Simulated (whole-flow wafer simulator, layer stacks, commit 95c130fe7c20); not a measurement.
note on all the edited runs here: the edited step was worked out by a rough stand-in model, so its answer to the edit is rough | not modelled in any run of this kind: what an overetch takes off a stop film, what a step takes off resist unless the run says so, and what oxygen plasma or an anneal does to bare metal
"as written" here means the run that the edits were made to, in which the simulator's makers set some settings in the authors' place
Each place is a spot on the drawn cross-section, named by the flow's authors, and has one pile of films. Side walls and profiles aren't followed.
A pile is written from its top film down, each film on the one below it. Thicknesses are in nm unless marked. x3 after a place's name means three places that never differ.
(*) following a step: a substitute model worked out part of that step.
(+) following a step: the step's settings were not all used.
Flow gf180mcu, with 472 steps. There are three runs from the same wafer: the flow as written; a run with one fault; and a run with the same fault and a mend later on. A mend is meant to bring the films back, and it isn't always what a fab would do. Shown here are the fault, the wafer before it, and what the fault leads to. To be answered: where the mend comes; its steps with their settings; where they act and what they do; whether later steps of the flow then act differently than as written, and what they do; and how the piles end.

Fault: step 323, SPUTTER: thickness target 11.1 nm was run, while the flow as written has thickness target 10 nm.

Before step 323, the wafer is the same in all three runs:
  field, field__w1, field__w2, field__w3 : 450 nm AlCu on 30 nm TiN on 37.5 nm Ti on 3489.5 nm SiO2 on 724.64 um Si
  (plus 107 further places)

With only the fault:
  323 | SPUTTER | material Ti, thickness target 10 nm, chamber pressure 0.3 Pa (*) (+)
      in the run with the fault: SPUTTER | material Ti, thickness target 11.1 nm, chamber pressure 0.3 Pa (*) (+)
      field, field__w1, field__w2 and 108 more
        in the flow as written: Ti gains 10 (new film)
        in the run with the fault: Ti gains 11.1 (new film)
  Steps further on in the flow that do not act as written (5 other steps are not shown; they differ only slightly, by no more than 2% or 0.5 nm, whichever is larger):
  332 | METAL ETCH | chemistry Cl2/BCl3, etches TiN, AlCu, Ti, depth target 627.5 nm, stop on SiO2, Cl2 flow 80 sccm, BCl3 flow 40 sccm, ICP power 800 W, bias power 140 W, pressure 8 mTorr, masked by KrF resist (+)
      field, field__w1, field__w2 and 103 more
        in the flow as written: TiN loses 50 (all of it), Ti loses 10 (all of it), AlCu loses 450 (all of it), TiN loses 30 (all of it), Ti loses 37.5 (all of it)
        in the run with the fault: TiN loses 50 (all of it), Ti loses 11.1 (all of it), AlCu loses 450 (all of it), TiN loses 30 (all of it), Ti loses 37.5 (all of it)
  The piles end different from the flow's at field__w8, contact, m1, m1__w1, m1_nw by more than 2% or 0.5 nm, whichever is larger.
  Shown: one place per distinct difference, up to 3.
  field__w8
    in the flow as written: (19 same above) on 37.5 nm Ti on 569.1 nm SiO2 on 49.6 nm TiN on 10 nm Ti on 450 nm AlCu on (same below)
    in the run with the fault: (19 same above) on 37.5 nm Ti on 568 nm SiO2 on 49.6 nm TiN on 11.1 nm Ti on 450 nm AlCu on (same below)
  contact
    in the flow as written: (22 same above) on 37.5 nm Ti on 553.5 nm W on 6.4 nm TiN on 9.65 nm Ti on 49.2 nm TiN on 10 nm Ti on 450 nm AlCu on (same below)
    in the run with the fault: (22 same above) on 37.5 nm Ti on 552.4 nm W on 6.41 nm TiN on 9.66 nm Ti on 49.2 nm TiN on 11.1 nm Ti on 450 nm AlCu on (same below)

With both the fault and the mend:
  After step 323 comes the mend.
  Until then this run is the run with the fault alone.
  323a | METAL ETCH | chemistry Cl2/BCl3, etches TiN, AlCu, Ti, depth target 1.1 nm, Cl2 flow 80 sccm, BCl3 flow 40 sccm, ICP power 800 W, bias power 140 W, pressure 8 mTorr (a further turn of the flow's step 260, with different settings)
      field, field__w1, field__w2 and 108 more
        Ti loses 1.1
  Later steps of the flow that are run all act as written at every place that is followed.
  The piles end the same as the flow's at every place that both follow.
